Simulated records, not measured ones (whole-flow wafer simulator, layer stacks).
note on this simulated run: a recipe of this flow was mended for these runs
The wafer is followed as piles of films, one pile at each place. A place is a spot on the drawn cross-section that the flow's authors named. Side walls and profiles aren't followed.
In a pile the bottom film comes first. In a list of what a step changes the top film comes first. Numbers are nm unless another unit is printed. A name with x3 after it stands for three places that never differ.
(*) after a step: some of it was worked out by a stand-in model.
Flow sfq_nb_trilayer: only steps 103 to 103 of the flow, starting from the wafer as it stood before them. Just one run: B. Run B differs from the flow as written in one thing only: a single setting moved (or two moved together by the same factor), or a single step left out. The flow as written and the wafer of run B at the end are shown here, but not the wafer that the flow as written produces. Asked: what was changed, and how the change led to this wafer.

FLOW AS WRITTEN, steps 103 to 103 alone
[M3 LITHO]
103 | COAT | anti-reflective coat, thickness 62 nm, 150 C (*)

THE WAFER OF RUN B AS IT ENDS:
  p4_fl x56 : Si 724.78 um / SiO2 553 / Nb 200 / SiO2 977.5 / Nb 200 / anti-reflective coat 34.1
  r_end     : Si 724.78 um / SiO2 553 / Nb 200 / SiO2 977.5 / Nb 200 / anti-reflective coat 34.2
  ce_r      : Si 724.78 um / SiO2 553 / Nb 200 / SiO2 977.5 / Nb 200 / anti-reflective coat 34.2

What caused this: step 103, COAT: thickness 34.1 nm was run, whereas the flow has thickness 62 nm.
The wafer itself shows it: p4_fl x56 has anti-reflective coat 34.1, and step 103 as written asks for 62 nm.

The path from the change to this, step by step:
  103 | COAT | anti-reflective coat, thickness 62 nm, 150 C (*)
      p4_fl x56, wl_j_sl x15, wl_d_m1, l0r_line_l x3, m0r_space_l x2: anti-reflective coat gains 34.1 (new film) (as written it would have been: anti-reflective coat gains 62 (new film))
      r_end, moat, field_r and 7 more: anti-reflective coat gains 34.2 (new film) (as written it would have been: anti-reflective coat gains 62.3 (new film))
      (and at 19 other places as well)
